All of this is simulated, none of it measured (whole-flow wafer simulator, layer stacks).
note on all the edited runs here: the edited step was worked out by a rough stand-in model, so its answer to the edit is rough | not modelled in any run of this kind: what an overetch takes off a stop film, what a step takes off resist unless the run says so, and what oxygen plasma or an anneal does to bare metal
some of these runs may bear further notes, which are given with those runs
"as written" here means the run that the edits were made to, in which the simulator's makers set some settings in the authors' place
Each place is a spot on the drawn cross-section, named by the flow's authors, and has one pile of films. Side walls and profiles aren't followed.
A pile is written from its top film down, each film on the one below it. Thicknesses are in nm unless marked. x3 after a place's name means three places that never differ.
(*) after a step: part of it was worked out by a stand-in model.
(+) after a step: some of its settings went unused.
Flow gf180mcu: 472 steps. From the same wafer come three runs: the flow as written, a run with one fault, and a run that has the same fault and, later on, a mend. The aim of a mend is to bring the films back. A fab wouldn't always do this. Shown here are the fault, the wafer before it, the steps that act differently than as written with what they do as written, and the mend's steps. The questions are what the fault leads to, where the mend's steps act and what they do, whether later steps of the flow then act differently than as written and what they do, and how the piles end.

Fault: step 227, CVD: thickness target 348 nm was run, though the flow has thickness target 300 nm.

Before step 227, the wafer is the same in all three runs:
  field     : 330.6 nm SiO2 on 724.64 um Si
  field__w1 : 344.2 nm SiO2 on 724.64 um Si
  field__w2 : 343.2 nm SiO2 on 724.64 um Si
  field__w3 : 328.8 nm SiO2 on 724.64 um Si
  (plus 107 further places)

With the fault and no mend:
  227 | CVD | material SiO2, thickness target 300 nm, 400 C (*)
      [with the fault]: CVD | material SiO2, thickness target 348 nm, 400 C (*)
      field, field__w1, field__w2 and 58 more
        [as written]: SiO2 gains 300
        [with the fault]: SiO2 gains 348
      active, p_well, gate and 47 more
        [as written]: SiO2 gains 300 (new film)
        [with the fault]: SiO2 gains 348 (new film)
  Later steps of the flow acting differently than as written (3 other steps are not shown; they differ only slightly, by no more than 2% or 0.5 nm, whichever is larger):
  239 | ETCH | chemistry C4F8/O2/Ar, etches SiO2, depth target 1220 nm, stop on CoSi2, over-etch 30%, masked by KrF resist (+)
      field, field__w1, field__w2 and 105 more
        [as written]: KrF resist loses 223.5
        [with the fault]: KrF resist loses 236
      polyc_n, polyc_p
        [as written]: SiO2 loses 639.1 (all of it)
        [with the fault]: SiO2 loses 687.1 (all of it)
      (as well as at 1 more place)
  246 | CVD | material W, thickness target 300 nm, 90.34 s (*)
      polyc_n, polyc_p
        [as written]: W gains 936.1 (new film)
        [with the fault]: W gains 984.1 (new film)
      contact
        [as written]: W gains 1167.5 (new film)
        [with the fault]: W gains 1215.9 (new film)
  At field__w8, contact, m1 and 6 more, the piles at the end differ from the flow's by more than 2% or 0.5 nm, whichever is larger.
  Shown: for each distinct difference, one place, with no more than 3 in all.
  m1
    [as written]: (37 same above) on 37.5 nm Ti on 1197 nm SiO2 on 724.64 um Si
    [with the fault]: (37 same above) on 37.5 nm Ti on 1245 nm SiO2 on 724.64 um Si
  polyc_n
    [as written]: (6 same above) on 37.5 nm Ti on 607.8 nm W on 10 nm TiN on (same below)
    [with the fault]: (6 same above) on 37.5 nm Ti on 655.8 nm W on 10 nm TiN on (same below)
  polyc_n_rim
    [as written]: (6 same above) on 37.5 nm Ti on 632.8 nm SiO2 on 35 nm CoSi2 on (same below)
    [with the fault]: (6 same above) on 37.5 nm Ti on 680.8 nm SiO2 on 35 nm CoSi2 on (same below)

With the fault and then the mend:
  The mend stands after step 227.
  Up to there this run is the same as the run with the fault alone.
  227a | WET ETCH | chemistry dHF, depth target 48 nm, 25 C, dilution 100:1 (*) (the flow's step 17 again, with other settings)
      field, field__w1, field__w2 and 108 more
        SiO2 loses 48
  Every later step of the flow that is run acts as written at every place that is followed.
  At every place that both follow, the piles at the end match the flow's.
